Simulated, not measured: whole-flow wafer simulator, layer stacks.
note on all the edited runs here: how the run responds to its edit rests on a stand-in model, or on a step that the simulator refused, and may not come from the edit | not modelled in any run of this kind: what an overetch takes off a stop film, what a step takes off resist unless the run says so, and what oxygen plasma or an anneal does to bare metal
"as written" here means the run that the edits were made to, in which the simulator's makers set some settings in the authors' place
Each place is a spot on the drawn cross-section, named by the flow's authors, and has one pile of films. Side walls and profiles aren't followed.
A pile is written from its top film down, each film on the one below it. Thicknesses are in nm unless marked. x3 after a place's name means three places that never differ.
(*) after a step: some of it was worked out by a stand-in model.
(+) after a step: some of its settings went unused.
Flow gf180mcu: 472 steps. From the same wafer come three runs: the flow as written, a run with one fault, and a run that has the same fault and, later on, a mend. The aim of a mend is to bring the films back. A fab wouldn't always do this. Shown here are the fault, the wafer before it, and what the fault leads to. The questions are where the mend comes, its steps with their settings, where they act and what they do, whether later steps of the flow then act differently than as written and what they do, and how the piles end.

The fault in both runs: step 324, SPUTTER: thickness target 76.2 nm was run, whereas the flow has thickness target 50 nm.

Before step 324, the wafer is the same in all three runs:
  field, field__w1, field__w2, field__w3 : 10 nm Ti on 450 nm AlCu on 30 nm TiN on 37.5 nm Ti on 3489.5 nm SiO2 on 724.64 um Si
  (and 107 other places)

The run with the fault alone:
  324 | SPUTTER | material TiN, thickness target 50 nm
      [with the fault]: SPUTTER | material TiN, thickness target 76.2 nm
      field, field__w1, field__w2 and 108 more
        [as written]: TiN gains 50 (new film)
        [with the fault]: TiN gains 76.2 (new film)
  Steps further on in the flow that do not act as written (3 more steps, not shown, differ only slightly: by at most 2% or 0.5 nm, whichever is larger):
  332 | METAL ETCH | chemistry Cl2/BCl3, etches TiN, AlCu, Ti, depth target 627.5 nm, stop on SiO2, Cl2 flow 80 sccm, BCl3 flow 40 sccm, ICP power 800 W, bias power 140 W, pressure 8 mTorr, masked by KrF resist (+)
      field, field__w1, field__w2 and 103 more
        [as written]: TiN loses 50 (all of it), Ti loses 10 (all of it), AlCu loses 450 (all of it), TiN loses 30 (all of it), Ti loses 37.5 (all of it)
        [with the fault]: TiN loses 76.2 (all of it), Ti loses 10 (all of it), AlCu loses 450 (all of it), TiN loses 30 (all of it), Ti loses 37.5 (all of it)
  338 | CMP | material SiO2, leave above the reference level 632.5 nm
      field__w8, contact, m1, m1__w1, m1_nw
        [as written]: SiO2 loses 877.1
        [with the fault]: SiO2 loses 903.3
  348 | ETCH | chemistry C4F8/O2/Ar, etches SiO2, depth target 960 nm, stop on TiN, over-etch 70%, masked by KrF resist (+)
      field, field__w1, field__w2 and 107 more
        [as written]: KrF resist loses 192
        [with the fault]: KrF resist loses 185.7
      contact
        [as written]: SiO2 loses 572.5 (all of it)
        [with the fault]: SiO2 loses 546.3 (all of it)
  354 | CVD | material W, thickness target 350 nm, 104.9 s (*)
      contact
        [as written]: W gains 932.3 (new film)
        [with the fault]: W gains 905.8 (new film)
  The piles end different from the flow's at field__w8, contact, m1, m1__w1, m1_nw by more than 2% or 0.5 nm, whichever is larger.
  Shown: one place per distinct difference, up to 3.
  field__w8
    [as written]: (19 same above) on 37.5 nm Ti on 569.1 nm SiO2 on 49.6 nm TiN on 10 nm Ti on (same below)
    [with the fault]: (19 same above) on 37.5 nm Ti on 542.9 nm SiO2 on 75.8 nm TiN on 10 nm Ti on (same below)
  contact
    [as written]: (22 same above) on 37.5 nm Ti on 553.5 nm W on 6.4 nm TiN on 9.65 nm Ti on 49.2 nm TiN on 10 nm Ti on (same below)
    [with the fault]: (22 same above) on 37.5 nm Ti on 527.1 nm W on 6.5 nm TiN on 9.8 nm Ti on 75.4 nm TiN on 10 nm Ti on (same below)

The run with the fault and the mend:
  The mend follows step 331.
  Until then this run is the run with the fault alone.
  331a | STRIP | chemistry O2/N2, power 2160 W, pressure 1700 mTorr (*)
      field__w8, contact, m1, m1__w1, m1_nw
        KrF resist loses 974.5 (all of it)
  331b | METAL ETCH | chemistry Cl2/BCl3, etches TiN, AlCu, Ti, depth target 26.2 nm, Cl2 flow 80 sccm, BCl3 flow 40 sccm, ICP power 800 W, bias power 140 W, pressure 8 mTorr (the flow's step 260, run once more with other settings)
      field, field__w1, field__w2 and 108 more
        TiN loses 26.2
  331c | HMDS | 120 C, 60 s (the flow's step 326, run once more)
      leaves every film unchanged at each place that is followed
  331d | COAT | KrF resist, thickness 1000 nm (the flow's step 327, run once more)
      field, field__w1, field__w2 and 108 more
        KrF resist gains 1000 (new film)
  331e | SOFTBAKE | KrF resist (the flow's step 328, run once more)
      leaves every film unchanged at each place that is followed
  331f | EXPOSE | photomask Metal3 (the flow's step 329, run once more)
      leaves every film unchanged at each place that is followed
  331g | PEB | KrF resist, 135 C, 90 s (the flow's step 330, run once more)
      field, field__w1, field__w2 and 108 more
        KrF resist loses 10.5
  331h | DEVELOP | thickness 1000 nm, 60 s (the flow's step 331, run once more)
      field, field__w1, field__w2 and 103 more
        KrF resist loses 989.5 (all of it)
      field__w8, contact, m1, m1__w1, m1_nw
        KrF resist loses 14.9
  Later steps of the flow that are run all act as written at every place that is followed.
  At every place that both follow, the piles at the end match the flow's.
